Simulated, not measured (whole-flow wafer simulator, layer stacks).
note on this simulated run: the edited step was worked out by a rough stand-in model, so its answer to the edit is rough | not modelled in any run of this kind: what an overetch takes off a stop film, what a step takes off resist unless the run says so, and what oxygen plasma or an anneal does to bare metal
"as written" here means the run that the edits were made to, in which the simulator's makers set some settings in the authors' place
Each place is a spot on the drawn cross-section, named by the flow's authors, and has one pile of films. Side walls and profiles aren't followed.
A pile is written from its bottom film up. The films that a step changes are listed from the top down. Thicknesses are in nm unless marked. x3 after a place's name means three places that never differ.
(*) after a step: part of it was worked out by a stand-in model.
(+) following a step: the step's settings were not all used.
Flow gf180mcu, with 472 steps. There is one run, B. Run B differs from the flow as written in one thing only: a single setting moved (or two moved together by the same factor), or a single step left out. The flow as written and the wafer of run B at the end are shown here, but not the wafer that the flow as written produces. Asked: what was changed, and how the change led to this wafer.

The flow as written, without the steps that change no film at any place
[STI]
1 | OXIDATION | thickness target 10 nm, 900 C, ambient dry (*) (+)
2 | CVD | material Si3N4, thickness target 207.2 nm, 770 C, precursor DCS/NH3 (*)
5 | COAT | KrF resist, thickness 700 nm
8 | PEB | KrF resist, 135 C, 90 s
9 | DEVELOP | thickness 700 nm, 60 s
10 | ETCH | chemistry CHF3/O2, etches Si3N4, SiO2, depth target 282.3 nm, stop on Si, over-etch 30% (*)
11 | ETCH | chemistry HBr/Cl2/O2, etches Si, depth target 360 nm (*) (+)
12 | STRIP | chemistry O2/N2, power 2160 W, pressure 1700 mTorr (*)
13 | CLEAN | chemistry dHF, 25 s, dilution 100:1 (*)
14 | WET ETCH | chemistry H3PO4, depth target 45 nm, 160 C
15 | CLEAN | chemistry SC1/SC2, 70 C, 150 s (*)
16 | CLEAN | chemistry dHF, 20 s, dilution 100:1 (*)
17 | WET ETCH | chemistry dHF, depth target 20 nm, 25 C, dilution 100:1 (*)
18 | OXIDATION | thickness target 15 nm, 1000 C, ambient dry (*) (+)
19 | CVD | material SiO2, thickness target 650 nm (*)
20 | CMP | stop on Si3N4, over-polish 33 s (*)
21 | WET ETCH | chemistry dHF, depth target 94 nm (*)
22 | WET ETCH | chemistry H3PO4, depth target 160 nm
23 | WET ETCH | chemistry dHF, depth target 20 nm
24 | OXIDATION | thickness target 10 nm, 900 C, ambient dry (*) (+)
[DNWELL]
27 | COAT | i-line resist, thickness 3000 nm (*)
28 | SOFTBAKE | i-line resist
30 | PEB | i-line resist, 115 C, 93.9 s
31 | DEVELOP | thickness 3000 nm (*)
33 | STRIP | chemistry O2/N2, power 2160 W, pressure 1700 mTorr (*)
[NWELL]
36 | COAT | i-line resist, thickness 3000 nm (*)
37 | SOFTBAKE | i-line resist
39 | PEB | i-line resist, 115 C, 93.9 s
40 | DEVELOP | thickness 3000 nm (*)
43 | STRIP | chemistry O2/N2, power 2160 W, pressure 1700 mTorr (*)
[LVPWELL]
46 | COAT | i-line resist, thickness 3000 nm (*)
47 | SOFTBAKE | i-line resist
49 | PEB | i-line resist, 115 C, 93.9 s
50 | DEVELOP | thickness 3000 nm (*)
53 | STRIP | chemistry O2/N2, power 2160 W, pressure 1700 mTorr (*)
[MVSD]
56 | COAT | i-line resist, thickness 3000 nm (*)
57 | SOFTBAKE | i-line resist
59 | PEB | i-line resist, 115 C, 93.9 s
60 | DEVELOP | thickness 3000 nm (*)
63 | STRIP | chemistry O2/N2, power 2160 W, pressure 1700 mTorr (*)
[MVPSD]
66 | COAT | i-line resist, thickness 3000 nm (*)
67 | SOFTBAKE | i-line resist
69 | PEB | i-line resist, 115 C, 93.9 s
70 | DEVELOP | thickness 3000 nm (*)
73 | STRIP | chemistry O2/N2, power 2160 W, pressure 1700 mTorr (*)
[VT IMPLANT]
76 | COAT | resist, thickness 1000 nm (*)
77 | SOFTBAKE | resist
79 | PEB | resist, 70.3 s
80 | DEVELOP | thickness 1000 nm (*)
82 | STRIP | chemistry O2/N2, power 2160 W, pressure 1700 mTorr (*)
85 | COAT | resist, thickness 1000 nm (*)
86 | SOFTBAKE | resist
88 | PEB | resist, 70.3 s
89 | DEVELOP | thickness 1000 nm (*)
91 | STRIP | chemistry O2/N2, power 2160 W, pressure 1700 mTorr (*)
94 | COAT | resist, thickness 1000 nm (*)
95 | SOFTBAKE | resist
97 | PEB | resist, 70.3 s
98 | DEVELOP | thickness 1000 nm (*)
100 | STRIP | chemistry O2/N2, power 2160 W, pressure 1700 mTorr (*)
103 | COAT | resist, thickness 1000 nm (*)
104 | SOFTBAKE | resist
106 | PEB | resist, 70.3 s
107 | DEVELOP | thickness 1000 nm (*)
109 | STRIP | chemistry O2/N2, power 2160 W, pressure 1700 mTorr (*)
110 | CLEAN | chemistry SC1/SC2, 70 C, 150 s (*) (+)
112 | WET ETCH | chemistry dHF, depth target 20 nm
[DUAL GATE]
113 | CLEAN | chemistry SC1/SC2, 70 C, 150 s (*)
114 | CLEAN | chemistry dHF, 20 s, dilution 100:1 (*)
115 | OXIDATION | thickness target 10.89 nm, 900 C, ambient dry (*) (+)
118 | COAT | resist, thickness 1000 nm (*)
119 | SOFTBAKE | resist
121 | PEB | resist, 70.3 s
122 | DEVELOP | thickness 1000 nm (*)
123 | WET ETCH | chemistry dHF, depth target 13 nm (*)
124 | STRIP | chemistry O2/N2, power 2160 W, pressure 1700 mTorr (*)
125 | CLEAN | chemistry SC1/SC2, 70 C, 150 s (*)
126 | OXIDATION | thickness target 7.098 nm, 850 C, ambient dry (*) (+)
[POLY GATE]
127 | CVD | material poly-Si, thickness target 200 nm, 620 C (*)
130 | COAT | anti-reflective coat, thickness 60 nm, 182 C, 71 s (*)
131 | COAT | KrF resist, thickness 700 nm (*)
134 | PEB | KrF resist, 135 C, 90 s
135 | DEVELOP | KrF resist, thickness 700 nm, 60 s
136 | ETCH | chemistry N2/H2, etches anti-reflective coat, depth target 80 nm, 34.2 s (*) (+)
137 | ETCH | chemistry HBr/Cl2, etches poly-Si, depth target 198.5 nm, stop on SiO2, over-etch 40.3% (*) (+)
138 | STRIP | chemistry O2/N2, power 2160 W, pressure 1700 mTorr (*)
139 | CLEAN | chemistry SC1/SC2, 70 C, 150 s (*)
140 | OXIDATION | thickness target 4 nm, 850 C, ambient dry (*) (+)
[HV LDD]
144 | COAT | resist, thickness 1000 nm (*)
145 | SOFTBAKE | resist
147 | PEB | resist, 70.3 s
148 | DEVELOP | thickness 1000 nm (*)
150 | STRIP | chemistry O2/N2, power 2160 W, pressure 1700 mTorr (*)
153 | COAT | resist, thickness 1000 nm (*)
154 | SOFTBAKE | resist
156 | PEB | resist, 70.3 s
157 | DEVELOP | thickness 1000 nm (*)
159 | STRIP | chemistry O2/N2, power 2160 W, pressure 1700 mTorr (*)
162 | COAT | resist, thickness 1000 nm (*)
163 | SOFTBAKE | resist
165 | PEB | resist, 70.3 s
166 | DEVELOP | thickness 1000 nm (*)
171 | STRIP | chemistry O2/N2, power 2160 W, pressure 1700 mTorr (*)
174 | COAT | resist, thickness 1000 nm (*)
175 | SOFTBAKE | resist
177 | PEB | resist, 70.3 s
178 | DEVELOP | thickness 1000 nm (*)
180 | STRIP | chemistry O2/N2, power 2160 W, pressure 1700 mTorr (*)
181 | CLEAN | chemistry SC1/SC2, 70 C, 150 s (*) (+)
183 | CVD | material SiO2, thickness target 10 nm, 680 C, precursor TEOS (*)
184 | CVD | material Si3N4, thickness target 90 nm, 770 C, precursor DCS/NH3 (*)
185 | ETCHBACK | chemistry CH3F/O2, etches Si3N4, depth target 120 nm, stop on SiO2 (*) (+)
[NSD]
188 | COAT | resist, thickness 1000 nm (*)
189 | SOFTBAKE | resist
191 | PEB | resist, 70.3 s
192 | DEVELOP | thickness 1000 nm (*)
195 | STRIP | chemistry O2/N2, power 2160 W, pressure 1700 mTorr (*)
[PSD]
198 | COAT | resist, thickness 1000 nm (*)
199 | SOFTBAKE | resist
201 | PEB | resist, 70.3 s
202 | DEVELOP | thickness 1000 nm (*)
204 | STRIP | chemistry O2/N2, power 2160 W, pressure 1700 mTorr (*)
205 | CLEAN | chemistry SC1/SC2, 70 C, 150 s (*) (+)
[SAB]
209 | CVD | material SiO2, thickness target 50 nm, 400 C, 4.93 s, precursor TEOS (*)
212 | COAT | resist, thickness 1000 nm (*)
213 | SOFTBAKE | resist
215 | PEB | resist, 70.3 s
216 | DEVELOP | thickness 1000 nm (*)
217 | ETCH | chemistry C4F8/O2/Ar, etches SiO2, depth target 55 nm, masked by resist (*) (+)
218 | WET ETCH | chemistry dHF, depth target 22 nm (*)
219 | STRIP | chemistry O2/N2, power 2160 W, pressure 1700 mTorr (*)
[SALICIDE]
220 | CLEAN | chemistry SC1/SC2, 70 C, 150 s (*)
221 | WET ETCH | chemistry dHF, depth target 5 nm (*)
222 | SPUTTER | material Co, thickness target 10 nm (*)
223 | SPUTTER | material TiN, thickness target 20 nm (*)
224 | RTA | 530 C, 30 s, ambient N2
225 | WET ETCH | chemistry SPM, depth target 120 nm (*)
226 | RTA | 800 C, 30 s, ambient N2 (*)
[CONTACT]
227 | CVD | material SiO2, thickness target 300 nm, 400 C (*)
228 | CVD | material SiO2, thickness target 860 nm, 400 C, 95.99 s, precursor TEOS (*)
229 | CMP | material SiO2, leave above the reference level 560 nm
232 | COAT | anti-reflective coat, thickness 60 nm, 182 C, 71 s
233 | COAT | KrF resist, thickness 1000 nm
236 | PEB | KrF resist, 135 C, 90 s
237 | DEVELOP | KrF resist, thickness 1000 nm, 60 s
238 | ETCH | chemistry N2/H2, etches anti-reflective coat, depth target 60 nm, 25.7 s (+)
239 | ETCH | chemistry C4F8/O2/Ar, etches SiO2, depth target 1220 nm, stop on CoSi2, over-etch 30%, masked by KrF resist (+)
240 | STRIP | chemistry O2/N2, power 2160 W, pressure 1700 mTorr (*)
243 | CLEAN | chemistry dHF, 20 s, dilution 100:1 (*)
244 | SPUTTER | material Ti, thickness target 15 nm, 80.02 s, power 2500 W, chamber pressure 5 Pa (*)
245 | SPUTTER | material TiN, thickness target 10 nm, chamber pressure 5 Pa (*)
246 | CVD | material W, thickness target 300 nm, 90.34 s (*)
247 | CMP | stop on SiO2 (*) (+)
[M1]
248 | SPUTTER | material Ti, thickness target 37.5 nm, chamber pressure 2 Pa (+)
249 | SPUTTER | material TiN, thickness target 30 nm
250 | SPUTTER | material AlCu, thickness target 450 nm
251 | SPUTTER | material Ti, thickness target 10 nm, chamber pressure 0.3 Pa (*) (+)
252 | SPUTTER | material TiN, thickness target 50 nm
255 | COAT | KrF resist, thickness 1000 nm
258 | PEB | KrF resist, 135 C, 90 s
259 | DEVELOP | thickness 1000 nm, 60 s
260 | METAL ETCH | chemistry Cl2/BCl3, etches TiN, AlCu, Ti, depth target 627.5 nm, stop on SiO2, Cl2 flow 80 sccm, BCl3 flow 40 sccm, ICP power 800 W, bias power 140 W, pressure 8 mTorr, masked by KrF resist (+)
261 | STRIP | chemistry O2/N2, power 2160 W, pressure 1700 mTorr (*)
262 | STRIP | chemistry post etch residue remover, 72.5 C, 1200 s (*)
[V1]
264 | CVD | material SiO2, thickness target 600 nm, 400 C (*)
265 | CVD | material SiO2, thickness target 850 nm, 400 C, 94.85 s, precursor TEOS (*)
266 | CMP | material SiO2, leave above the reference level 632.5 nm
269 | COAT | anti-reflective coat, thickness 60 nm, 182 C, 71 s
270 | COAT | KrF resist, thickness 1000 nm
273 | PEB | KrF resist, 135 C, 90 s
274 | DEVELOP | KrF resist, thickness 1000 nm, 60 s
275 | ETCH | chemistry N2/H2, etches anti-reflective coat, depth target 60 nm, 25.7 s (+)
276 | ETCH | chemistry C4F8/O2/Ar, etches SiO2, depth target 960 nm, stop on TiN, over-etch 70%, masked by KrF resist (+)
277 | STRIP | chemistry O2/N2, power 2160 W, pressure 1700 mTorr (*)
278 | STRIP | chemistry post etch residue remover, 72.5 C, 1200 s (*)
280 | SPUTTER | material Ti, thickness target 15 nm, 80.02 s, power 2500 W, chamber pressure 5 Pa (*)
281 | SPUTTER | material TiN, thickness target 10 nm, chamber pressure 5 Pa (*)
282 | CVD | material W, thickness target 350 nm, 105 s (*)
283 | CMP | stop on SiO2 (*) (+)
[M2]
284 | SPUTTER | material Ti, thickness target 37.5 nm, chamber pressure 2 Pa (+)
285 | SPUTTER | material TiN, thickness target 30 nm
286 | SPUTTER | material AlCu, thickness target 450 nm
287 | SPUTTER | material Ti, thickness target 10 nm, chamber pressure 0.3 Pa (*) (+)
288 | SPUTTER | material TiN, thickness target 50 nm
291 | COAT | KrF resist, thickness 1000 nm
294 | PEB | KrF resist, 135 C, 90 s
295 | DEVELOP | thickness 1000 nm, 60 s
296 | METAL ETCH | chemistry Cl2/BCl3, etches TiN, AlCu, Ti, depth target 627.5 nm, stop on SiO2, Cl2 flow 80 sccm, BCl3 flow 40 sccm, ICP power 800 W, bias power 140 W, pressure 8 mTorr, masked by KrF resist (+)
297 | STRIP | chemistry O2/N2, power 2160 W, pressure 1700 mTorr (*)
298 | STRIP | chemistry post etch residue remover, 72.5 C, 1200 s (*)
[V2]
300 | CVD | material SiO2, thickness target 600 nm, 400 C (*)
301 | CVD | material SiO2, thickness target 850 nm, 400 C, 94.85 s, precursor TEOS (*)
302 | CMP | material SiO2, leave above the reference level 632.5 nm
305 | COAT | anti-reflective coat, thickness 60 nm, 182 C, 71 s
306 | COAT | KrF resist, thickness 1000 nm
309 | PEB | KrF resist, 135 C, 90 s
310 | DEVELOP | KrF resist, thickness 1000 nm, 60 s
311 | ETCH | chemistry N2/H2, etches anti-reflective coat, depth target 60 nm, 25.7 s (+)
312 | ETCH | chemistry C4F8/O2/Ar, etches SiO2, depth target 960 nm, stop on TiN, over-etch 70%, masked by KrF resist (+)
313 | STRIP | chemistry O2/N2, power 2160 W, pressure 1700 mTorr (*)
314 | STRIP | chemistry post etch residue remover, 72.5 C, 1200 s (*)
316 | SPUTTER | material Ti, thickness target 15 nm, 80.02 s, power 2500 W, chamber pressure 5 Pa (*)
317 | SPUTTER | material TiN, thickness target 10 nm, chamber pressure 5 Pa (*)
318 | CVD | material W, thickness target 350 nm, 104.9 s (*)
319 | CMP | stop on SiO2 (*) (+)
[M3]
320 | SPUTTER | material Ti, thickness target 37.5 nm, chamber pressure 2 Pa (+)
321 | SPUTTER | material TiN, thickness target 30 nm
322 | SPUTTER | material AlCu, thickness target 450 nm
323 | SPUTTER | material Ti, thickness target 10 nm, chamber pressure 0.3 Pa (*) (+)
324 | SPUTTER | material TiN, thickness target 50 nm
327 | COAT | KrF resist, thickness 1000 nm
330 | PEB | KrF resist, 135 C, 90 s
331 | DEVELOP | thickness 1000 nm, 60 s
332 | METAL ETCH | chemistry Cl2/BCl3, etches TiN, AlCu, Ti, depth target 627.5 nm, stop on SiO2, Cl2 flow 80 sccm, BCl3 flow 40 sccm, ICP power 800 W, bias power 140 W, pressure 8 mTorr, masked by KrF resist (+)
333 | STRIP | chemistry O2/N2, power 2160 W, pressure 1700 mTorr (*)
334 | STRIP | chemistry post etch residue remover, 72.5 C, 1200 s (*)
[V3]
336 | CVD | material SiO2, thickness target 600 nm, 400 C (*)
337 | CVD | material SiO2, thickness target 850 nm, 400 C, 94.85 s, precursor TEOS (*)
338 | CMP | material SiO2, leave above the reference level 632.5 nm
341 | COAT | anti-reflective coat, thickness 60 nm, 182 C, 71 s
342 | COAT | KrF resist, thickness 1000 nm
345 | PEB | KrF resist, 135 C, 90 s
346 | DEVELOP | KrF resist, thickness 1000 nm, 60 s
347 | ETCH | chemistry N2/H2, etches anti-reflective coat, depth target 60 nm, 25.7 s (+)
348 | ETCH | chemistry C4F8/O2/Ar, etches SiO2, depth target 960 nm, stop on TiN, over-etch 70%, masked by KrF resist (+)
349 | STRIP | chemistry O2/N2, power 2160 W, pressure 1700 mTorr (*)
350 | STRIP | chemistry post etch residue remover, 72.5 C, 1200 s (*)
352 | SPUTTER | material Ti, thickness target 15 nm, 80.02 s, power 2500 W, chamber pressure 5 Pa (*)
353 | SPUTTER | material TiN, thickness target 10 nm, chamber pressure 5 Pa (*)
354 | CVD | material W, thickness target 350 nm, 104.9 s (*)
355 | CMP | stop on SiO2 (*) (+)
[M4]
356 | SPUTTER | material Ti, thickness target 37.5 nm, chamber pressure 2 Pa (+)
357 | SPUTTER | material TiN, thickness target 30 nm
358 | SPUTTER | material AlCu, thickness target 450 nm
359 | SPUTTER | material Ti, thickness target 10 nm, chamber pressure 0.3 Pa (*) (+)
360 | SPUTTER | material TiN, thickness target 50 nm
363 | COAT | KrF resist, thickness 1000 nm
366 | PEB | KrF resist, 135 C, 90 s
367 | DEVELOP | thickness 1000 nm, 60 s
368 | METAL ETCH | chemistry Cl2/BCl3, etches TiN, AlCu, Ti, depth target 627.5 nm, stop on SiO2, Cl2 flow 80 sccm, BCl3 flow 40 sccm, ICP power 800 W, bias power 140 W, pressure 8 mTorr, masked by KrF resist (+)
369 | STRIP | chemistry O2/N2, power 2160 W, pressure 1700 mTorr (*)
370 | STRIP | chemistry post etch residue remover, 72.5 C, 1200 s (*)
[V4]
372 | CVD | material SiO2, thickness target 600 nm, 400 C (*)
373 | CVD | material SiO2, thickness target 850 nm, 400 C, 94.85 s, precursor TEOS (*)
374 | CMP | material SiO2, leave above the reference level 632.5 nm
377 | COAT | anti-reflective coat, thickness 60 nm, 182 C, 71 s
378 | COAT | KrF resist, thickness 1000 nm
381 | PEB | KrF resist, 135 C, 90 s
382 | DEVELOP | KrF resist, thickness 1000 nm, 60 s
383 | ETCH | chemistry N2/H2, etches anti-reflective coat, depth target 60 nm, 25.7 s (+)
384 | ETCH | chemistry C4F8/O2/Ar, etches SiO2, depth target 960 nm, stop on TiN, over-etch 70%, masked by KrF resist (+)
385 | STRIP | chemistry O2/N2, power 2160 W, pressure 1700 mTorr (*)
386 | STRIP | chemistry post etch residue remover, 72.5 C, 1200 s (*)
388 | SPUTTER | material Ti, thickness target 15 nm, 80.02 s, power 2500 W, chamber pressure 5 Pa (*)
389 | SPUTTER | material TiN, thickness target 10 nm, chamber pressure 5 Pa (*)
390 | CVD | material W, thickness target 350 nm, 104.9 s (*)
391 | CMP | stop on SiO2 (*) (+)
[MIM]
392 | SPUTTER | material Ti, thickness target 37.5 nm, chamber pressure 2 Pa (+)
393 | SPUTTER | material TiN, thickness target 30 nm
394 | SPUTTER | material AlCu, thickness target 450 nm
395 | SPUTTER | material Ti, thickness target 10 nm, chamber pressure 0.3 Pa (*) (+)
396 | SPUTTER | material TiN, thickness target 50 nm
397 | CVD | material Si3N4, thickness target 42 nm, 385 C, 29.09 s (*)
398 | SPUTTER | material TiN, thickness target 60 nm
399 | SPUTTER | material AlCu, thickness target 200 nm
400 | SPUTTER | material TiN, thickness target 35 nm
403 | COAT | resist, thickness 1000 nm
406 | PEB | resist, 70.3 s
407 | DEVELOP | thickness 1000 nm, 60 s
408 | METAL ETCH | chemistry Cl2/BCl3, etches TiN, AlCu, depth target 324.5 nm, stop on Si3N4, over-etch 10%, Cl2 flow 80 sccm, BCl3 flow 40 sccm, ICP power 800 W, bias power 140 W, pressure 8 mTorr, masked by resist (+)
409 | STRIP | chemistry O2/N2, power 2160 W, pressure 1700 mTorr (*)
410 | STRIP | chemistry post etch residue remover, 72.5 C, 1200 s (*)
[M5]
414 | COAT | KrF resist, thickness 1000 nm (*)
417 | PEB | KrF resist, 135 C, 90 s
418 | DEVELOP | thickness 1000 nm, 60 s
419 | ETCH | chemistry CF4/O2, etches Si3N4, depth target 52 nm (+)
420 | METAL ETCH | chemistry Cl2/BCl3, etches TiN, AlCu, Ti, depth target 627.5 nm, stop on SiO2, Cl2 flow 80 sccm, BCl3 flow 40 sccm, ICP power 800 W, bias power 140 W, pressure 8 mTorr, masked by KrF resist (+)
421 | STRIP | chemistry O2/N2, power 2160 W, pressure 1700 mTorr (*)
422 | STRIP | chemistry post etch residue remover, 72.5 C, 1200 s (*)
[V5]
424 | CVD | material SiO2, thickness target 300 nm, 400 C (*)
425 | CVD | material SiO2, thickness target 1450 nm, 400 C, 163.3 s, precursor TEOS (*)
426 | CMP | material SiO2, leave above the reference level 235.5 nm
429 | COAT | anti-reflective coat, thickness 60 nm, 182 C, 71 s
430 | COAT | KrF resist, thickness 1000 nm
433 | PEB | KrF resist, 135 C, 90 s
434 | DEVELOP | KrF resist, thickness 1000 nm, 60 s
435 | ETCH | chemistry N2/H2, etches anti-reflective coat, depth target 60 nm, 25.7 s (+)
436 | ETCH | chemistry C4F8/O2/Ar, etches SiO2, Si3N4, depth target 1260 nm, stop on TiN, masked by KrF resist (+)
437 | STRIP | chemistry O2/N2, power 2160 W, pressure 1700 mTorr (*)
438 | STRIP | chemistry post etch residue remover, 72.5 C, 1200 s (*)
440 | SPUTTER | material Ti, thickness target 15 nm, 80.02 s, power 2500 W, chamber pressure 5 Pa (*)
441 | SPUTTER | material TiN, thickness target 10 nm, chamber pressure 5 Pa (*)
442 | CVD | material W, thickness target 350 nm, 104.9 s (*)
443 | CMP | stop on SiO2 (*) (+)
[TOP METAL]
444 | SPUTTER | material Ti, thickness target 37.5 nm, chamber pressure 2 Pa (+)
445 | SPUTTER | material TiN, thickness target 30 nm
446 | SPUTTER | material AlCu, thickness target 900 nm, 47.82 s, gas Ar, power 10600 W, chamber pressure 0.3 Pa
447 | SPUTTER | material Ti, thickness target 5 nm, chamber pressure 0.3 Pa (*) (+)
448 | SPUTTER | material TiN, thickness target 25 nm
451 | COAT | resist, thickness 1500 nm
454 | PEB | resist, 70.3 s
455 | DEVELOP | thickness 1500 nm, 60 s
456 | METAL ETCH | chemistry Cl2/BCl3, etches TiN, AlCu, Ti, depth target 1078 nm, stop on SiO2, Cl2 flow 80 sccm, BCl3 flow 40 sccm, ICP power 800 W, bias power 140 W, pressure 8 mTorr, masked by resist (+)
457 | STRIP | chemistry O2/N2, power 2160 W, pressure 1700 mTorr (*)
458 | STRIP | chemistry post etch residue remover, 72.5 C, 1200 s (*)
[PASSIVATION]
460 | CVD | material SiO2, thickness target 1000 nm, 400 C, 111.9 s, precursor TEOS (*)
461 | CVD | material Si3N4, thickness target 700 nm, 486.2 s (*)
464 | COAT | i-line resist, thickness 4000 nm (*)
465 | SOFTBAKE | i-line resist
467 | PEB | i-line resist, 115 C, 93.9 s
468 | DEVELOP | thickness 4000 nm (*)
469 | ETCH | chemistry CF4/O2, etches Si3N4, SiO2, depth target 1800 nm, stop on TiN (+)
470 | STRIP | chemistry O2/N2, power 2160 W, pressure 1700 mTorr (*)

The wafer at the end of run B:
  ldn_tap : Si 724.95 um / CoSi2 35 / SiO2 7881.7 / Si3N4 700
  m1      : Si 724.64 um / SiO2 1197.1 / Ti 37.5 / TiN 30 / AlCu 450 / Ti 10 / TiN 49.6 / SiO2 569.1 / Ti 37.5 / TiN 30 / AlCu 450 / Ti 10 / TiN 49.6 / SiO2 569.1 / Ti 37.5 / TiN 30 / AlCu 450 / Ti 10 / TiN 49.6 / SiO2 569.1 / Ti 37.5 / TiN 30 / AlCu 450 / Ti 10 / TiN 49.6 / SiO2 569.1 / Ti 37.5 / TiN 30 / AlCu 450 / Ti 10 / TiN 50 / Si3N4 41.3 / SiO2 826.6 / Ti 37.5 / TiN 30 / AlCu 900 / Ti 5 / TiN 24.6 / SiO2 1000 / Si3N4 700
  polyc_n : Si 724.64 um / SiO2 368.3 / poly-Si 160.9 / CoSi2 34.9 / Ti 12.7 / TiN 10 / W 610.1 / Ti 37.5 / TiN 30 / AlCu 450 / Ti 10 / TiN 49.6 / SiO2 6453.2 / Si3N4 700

Cause: step 244, SPUTTER: 68.02 s was run, whereas the flow has 80.02 s.

Step by step, how the change led to this:
  244 | SPUTTER | material Ti, thickness target 15 nm, 80.02 s, power 2500 W, chamber pressure 5 Pa (*)
      field, field__w1, field__w2 and 107 more: Ti gains 12.7 (new film) (it would be, as written: Ti gains 15 (new film))
      contact: Ti gains 7.26 (new film) (it would be, as written: Ti gains 8.55 (new film))
  247 | CMP | stop on SiO2 (*) (+)
      field, field__w1, field__w2 and 105 more: W loses 300 (all of it), TiN loses 10 (all of it), Ti loses 12.7 (all of it), SiO2 loses 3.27 (it would be, as written: W loses 300 (all of it), TiN loses 10 (all of it), Ti loses 15 (all of it), SiO2 loses 3.29)
